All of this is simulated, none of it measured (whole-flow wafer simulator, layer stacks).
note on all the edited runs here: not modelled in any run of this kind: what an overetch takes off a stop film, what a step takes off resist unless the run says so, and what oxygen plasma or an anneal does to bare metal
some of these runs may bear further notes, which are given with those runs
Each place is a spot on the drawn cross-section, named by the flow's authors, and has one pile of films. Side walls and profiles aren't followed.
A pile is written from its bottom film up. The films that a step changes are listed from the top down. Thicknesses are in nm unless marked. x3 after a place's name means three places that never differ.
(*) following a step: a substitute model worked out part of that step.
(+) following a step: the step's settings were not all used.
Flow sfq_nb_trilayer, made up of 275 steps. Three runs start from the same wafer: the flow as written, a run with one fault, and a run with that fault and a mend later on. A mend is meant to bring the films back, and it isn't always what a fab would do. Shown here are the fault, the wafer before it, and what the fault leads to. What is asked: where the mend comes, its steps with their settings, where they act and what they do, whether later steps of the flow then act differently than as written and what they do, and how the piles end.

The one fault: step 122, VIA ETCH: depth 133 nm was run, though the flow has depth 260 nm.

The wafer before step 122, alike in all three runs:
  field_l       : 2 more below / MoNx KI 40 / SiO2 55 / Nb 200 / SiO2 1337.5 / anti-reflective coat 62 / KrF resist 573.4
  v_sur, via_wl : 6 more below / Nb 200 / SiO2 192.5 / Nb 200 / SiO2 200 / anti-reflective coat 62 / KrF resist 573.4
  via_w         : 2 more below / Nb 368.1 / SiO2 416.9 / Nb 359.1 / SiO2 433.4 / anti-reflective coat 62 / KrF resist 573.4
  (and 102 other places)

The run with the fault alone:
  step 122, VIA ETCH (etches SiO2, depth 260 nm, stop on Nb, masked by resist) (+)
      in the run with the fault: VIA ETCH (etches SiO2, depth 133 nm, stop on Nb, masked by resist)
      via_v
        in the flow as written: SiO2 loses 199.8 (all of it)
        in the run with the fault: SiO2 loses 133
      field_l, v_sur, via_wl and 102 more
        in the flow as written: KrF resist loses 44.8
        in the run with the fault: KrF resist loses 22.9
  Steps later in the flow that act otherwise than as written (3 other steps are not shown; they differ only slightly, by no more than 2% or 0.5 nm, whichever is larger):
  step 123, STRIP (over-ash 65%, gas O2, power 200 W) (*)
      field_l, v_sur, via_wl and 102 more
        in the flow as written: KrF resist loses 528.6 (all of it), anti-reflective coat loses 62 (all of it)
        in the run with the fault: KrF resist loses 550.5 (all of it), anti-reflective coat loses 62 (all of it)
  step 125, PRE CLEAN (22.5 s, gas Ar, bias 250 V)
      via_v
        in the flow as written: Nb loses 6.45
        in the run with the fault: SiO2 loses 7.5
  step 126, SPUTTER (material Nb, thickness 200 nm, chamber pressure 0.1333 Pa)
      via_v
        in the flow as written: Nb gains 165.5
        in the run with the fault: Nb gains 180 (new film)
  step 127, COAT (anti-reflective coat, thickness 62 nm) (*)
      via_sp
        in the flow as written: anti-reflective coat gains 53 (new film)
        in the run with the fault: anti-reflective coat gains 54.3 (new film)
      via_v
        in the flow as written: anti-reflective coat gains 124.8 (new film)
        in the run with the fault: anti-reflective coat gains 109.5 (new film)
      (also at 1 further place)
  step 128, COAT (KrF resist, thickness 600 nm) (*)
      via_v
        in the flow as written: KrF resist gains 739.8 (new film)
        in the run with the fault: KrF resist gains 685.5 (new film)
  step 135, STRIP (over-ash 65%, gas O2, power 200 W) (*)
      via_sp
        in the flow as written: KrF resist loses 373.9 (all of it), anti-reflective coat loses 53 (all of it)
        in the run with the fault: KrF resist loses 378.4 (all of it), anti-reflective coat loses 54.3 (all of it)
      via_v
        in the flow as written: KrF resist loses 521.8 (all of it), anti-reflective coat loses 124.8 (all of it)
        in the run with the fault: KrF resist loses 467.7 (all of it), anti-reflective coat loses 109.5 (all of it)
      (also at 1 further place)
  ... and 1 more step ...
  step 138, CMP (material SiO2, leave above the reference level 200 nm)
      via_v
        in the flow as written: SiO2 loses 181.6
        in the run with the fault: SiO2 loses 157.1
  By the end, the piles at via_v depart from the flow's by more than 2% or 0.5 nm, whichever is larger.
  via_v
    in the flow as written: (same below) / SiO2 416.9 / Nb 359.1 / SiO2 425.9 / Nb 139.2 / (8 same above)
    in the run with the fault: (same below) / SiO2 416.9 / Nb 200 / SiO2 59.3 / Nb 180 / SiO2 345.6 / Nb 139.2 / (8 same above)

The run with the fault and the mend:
  After step 122 comes the mend.
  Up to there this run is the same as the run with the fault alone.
  step 122a, VIA ETCH (etches SiO2, depth 127 nm, stop on Nb, masked by resist) (+) (the flow's step 122 again, with other settings)
      field_l, v_sur, via_wl and 102 more
        KrF resist loses 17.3
      via_v
        SiO2 loses 66.8 (all of it)
  Later steps of the flow that are run all act as written at every place that is followed, up to a difference of at most 2% or 0.5 nm, whichever is larger.
  The piles end the same as the flow's at every place that both follow.
